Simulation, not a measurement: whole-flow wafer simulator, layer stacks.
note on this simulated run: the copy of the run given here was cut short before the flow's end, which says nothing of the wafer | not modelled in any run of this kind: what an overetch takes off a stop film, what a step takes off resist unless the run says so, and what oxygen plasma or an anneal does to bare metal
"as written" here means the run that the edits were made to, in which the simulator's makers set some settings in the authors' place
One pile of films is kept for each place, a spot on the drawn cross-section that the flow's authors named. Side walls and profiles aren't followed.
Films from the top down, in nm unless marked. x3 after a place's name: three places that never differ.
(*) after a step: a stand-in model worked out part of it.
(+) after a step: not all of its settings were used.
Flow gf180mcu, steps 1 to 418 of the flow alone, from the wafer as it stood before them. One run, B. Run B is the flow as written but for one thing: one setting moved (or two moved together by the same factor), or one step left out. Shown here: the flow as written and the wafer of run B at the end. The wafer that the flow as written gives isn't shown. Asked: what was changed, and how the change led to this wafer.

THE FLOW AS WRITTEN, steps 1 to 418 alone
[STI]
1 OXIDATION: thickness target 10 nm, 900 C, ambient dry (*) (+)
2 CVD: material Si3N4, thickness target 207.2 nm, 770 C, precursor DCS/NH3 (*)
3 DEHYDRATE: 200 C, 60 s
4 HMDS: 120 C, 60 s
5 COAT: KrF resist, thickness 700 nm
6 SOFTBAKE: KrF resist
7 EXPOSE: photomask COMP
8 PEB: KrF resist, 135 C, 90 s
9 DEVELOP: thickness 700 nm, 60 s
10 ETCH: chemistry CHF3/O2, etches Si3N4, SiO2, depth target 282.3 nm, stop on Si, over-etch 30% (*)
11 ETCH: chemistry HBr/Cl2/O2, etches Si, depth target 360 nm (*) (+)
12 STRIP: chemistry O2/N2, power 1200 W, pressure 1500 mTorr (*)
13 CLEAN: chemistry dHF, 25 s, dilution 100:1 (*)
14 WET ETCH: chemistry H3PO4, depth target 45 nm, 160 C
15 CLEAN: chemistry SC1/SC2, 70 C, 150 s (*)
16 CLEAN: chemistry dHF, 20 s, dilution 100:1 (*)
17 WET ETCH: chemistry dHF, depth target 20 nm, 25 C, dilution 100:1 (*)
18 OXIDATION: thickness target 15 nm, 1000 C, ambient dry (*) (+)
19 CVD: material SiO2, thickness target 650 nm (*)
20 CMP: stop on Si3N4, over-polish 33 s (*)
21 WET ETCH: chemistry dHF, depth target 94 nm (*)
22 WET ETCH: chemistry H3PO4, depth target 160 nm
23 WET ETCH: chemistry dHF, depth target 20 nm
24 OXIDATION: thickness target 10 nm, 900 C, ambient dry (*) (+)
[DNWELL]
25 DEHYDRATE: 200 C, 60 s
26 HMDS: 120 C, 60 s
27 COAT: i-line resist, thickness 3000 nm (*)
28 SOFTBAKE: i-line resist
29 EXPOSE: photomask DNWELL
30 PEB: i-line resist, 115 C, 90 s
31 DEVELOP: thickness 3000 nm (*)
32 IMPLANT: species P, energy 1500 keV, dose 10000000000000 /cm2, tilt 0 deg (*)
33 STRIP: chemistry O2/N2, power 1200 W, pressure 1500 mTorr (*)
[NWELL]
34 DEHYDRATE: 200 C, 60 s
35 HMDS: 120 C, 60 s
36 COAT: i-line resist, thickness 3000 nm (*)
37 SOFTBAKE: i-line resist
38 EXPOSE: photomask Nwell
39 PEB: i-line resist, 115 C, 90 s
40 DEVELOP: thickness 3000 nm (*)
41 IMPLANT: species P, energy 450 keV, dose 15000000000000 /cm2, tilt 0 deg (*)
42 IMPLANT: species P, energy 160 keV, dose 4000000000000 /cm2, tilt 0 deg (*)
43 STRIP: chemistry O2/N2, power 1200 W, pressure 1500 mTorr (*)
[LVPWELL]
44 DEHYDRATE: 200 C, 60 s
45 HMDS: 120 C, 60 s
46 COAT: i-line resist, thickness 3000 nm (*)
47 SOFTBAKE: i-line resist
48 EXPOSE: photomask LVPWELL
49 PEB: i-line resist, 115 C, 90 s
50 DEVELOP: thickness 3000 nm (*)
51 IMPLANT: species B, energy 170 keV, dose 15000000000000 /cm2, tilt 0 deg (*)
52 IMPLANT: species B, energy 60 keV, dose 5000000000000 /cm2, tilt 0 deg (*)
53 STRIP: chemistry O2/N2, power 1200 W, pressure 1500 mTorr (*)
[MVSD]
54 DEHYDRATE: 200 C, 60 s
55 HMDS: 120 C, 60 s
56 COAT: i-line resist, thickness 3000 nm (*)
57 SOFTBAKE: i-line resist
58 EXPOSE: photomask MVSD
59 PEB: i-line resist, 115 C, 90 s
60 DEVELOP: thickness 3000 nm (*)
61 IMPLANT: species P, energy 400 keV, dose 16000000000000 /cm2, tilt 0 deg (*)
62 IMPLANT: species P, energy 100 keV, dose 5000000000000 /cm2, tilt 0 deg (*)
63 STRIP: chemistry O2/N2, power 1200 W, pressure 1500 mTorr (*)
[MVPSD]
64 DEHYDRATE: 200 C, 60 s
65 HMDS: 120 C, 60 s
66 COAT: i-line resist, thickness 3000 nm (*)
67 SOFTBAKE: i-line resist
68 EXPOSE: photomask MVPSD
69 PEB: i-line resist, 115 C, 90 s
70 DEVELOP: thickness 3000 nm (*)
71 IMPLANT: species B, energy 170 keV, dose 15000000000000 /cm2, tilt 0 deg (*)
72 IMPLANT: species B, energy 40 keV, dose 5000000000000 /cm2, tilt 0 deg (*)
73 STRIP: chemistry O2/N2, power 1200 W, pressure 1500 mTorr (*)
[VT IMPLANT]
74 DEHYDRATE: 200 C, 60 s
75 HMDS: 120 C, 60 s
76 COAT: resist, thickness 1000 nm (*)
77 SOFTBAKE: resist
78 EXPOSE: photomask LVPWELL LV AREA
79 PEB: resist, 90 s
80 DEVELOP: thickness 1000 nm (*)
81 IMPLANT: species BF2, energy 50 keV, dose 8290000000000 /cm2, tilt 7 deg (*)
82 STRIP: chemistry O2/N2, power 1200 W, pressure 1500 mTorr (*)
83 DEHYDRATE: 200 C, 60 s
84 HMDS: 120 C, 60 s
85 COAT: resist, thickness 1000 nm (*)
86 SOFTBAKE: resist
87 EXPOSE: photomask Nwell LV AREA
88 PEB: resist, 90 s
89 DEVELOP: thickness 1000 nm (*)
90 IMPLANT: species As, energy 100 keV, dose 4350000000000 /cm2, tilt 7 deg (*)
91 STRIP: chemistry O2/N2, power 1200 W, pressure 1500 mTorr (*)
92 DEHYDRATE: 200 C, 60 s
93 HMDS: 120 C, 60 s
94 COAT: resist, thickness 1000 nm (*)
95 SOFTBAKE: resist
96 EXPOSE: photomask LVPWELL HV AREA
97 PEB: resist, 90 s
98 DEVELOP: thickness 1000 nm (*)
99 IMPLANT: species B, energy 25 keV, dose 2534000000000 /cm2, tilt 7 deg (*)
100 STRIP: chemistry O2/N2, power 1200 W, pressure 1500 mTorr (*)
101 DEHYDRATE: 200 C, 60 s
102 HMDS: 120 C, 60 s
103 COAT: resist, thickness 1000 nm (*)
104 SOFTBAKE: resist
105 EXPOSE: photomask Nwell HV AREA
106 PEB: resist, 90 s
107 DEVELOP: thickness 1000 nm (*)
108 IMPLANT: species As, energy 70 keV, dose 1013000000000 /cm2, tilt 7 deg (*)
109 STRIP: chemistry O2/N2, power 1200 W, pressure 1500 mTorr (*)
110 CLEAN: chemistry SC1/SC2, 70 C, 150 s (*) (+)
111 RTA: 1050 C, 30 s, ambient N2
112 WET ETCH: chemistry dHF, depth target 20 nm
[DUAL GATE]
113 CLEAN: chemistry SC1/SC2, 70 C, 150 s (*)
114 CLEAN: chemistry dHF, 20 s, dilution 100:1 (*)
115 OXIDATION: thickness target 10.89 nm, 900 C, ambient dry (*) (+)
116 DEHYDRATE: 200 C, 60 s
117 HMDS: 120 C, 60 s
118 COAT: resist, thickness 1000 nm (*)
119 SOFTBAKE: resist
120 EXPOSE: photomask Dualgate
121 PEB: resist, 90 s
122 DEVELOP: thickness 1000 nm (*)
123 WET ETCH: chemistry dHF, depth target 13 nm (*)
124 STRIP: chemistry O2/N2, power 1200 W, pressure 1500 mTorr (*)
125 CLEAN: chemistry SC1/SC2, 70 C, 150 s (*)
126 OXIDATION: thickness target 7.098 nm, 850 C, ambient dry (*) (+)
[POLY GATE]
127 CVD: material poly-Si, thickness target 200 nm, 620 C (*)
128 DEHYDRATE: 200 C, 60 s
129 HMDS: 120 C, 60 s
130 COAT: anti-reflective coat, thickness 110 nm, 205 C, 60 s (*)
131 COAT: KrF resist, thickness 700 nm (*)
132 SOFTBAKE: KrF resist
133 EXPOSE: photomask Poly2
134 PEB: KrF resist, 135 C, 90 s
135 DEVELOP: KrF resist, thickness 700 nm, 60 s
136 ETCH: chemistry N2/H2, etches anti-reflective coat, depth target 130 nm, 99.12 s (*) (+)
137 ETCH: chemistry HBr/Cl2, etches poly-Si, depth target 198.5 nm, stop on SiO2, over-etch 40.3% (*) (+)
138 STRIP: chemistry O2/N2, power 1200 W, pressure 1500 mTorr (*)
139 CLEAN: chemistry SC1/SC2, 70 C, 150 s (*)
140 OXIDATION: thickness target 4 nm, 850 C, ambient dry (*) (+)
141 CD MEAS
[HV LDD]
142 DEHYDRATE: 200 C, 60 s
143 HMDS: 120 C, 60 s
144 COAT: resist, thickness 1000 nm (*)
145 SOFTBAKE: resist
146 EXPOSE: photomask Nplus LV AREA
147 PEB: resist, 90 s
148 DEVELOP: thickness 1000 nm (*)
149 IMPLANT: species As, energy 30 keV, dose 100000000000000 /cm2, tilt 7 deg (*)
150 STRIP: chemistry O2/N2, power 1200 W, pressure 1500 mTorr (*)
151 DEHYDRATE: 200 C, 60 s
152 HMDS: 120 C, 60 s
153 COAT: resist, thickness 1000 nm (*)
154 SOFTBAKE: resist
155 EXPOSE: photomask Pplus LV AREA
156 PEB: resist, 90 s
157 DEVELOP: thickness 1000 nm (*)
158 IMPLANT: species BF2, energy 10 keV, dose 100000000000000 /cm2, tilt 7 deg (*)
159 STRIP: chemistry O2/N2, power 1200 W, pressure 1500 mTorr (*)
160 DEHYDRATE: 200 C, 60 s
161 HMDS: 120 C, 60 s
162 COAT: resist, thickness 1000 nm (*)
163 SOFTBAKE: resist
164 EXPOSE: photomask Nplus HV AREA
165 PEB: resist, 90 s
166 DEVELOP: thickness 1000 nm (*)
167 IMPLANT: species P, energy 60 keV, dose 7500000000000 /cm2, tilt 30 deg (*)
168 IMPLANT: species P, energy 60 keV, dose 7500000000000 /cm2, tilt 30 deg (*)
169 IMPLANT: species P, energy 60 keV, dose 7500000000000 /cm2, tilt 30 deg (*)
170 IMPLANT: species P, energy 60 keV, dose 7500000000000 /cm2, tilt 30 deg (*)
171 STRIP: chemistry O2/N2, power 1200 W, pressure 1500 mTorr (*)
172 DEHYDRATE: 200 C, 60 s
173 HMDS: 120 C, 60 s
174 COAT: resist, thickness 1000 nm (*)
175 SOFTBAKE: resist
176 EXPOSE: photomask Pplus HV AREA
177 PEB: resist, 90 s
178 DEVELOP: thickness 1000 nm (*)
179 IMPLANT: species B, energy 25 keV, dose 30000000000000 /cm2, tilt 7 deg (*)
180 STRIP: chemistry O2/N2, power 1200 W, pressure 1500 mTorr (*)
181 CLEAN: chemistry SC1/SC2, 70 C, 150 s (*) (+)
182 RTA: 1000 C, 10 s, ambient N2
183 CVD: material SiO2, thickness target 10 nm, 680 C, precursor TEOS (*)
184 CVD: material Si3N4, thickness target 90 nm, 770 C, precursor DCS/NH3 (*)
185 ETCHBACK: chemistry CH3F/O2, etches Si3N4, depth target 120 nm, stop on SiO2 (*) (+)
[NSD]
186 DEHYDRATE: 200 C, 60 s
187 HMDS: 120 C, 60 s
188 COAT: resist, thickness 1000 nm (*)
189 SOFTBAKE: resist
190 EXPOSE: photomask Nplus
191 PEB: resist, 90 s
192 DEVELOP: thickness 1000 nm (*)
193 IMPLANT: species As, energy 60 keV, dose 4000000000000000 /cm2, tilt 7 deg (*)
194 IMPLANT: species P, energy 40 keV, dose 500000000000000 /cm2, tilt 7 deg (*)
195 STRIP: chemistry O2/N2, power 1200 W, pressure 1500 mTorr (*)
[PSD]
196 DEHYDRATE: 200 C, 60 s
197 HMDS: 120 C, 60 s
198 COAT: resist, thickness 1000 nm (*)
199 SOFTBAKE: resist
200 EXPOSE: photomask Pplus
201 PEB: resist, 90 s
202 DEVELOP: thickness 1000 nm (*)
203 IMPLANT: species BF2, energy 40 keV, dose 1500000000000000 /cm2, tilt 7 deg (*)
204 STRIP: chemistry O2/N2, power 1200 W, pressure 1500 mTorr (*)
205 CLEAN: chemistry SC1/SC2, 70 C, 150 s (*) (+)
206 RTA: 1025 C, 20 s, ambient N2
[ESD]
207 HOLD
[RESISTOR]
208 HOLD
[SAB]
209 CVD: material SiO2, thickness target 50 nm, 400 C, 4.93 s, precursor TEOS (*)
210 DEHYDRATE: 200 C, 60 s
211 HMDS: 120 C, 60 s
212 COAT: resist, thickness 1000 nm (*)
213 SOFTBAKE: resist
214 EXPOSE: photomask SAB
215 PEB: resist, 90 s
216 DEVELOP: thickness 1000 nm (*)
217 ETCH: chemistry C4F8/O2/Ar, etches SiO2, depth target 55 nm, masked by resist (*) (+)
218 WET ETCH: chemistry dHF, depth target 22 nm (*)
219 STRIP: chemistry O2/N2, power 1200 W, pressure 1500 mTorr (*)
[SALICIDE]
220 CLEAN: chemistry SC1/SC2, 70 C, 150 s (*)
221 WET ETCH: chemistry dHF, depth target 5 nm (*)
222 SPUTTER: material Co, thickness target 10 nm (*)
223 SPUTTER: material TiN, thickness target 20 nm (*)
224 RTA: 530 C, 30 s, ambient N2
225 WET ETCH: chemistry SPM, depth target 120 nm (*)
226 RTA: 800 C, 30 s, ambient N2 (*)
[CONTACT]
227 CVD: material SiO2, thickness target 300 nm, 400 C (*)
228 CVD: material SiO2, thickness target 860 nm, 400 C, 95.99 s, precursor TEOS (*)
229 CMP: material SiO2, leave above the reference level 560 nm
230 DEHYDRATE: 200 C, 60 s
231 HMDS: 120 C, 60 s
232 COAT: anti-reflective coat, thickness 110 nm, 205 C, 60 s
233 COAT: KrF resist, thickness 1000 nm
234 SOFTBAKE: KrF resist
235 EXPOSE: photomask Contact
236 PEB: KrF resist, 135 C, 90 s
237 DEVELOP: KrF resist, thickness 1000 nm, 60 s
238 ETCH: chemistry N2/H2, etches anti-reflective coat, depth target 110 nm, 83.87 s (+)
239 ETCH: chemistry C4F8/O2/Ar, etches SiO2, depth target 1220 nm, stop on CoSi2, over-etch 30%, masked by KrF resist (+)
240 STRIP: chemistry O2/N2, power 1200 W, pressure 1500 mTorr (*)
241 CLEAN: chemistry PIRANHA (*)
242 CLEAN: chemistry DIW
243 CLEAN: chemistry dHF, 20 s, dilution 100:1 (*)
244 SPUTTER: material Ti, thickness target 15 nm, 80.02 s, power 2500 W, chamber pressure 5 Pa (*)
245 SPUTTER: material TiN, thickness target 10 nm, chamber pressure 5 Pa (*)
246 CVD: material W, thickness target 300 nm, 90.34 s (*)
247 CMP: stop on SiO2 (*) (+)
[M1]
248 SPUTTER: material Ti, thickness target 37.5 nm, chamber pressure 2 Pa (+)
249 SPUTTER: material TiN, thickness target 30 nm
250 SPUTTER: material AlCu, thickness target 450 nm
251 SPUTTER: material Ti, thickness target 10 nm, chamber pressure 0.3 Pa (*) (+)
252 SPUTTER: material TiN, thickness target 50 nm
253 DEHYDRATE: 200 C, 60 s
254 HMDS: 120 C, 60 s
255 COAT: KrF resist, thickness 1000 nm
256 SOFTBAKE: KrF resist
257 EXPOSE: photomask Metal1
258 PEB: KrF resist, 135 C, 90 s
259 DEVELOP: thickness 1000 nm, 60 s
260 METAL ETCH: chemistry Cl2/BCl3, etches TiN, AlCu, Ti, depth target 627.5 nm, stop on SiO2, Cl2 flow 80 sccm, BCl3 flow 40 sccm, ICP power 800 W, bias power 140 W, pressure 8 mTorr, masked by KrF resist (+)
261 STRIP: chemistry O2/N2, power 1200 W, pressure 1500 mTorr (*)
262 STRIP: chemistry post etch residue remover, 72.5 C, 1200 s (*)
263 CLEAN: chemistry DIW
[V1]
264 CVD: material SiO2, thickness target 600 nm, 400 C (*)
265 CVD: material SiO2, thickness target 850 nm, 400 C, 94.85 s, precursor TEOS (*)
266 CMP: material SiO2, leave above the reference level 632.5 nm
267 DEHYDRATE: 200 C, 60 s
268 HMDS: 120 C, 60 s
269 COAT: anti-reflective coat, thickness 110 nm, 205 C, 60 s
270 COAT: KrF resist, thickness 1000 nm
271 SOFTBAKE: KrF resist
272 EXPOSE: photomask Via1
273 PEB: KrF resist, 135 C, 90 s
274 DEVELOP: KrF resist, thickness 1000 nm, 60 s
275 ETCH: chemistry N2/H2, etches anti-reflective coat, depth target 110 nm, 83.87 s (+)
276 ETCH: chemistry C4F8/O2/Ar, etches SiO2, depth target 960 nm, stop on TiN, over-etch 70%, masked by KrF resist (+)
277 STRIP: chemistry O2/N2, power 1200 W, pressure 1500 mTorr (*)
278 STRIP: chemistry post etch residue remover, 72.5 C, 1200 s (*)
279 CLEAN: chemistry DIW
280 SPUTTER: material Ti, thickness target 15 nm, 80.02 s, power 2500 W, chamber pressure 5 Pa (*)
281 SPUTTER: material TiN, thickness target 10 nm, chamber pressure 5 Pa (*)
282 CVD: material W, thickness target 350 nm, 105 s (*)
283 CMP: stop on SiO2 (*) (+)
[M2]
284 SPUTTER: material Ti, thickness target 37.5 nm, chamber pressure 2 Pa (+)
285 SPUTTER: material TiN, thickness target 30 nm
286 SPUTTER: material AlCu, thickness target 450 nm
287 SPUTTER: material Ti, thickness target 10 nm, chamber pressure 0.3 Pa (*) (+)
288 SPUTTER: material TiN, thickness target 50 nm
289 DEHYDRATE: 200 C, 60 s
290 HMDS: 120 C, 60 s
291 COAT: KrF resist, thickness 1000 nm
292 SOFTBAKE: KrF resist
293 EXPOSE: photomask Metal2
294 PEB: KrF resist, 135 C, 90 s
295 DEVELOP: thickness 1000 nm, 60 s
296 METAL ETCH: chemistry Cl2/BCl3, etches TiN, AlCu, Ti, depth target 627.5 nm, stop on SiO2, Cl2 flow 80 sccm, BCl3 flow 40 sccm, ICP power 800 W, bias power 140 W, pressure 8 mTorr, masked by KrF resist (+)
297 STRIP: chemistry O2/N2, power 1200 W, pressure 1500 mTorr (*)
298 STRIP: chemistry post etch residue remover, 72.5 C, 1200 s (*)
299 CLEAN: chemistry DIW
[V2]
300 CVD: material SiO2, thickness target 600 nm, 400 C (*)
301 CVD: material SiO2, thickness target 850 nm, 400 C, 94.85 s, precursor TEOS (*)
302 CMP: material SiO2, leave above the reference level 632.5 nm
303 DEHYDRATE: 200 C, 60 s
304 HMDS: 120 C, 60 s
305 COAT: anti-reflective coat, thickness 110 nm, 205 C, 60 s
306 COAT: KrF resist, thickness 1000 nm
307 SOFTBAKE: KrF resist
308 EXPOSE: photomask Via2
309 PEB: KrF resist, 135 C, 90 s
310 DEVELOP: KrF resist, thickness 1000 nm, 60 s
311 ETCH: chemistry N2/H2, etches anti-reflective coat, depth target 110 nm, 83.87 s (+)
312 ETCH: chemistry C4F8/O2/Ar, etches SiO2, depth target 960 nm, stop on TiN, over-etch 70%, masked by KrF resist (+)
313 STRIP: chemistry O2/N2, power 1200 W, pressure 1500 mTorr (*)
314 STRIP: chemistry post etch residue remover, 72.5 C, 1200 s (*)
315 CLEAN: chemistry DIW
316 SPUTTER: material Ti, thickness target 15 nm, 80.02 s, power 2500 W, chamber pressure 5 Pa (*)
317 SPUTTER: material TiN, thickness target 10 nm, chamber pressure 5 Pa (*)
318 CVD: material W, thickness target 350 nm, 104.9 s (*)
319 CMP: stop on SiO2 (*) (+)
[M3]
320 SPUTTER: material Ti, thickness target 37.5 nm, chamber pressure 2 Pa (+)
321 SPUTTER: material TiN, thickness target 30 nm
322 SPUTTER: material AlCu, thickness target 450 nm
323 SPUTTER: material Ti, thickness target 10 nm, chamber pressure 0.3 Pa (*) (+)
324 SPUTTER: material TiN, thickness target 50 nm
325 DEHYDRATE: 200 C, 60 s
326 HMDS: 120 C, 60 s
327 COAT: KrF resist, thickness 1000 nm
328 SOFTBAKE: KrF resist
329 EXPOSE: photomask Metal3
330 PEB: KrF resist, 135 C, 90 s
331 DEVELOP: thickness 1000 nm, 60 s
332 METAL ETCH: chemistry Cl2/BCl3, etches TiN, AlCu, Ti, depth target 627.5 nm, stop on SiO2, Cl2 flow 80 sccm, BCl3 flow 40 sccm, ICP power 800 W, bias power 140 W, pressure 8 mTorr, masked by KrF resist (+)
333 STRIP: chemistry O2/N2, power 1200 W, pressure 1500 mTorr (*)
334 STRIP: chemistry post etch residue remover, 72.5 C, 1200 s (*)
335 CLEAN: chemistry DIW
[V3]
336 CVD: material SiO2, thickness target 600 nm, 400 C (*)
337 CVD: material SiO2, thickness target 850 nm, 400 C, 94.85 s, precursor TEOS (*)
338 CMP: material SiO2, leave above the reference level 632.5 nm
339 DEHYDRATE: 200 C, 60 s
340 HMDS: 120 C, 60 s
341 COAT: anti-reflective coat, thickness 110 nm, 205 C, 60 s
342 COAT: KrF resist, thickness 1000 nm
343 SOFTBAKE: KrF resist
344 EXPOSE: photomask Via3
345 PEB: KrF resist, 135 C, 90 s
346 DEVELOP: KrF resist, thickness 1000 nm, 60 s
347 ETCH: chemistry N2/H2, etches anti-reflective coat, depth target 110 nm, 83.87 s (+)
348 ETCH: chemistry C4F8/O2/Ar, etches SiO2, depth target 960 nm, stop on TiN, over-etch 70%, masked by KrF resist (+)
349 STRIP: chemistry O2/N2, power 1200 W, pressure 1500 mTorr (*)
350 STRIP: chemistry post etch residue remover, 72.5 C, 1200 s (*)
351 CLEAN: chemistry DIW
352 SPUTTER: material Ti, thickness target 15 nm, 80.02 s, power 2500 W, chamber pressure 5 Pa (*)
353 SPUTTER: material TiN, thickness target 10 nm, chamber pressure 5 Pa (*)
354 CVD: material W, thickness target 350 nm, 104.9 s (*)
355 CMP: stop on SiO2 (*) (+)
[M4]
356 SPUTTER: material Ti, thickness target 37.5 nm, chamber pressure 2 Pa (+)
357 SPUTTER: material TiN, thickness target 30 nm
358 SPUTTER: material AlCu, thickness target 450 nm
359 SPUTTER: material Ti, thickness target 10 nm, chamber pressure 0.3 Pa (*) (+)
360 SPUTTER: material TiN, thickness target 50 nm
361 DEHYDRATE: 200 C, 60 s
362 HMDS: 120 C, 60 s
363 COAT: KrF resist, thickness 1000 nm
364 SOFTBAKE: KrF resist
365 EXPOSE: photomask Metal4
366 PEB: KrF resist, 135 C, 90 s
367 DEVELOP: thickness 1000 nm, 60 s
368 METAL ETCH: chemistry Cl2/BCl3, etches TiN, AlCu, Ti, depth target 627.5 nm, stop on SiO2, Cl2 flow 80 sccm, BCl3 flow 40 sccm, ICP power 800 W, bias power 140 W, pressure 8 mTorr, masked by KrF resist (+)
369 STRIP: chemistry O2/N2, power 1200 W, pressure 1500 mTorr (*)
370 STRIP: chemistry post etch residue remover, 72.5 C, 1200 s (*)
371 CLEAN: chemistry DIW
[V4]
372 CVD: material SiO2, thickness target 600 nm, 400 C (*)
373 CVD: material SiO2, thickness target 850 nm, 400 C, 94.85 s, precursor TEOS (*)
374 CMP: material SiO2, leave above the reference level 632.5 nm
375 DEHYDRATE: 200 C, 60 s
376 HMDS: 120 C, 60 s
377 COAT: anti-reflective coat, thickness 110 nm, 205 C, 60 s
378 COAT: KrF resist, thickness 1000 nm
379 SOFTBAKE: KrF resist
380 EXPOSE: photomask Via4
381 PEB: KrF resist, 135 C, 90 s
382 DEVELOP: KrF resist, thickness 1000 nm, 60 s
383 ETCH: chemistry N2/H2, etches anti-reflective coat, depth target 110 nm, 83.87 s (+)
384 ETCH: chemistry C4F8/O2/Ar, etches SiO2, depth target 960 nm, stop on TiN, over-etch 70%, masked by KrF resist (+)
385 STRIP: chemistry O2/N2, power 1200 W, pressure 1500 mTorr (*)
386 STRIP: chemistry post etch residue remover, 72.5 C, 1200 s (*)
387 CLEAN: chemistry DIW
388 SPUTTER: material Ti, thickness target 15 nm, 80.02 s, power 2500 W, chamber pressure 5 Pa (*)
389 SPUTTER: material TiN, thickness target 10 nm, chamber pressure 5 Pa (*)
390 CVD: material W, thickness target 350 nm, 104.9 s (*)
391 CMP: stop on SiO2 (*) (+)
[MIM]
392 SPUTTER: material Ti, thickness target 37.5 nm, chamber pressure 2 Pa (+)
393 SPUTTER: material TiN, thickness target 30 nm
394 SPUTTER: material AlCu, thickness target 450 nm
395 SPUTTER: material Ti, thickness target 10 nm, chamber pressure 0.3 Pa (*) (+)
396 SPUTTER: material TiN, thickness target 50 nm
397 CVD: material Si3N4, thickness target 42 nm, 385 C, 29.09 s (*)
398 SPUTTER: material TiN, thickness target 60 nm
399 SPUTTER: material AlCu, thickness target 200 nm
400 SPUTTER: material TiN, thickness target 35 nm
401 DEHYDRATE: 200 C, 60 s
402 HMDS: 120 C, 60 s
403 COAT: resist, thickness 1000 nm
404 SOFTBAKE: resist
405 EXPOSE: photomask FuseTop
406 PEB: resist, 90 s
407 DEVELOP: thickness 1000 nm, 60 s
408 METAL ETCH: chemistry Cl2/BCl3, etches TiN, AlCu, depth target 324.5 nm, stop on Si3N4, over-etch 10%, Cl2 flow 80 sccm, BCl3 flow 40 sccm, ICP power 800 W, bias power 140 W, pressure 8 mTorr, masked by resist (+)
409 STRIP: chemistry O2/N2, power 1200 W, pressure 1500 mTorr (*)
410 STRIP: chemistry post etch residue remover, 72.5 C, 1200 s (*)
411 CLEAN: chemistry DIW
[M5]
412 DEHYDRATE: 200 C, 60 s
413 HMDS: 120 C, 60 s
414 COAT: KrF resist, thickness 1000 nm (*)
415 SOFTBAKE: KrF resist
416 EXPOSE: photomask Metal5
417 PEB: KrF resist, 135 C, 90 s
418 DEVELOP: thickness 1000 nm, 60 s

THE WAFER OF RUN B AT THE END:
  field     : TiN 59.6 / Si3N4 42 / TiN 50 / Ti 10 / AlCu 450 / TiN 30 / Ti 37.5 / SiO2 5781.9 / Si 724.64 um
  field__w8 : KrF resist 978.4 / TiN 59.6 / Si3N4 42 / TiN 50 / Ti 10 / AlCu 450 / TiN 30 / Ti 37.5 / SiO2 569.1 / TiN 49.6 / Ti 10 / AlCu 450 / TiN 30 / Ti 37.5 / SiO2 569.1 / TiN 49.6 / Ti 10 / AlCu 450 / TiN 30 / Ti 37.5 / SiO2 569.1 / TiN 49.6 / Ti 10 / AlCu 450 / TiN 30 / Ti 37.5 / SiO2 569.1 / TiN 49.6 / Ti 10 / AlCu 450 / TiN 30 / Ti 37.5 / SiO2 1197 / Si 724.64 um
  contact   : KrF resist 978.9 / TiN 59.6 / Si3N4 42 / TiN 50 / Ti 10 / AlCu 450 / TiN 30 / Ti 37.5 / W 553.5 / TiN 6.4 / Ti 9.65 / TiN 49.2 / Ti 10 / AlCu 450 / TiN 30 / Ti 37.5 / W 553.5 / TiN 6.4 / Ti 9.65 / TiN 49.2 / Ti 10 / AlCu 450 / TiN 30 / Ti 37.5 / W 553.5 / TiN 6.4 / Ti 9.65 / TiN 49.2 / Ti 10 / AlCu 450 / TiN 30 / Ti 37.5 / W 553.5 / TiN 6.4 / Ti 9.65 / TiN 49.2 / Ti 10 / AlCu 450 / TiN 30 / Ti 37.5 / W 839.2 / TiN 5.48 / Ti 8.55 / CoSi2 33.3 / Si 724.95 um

The cause: step 399, SPUTTER: thickness target 290 nm was run, where the flow has thickness target 200 nm.

How the change led to this, step by step:
  399 SPUTTER: material AlCu, thickness target 200 nm
      field, field__w1, field__w2 and 108 more: AlCu +290 (new film) (as written it would be: AlCu +200 (new film))
  408 METAL ETCH: chemistry Cl2/BCl3, etches TiN, AlCu, depth target 324.5 nm, stop on Si3N4, over-etch 10%, Cl2 flow 80 sccm, BCl3 flow 40 sccm, ICP power 800 W, bias power 140 W, pressure 8 mTorr, masked by resist (+)
      field, field__w1, field__w2 and 107 more: TiN -35 (all of it), AlCu -289.5 (as written it would be: TiN -35 (all of it), AlCu -200 (all of it), TiN -60 (all of it))
  414 COAT: KrF resist, thickness 1000 nm (*)
      mim: KrF resist +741 (new film) (as written it would be: KrF resist +763.7 (new film))
Counting metal films that touch as one body, field has 2 bodies (between them, from the top down: Si3N4 42); the flow as written gives 1 body.
Counting metal films that touch as one body, field__w8 has 6 bodies (between them, from the top down: Si3N4 42; SiO2 569.1; SiO2 569.1; SiO2 569.1; SiO2 569.1); the flow as written gives 5 bodies (between them, from the top down: SiO2 569.1; SiO2 569.1; SiO2 569.1; SiO2 569.1).
Counting metal films that touch as one body, contact has 2 bodies (between them, from the top down: Si3N4 42); the flow as written gives 1 body.
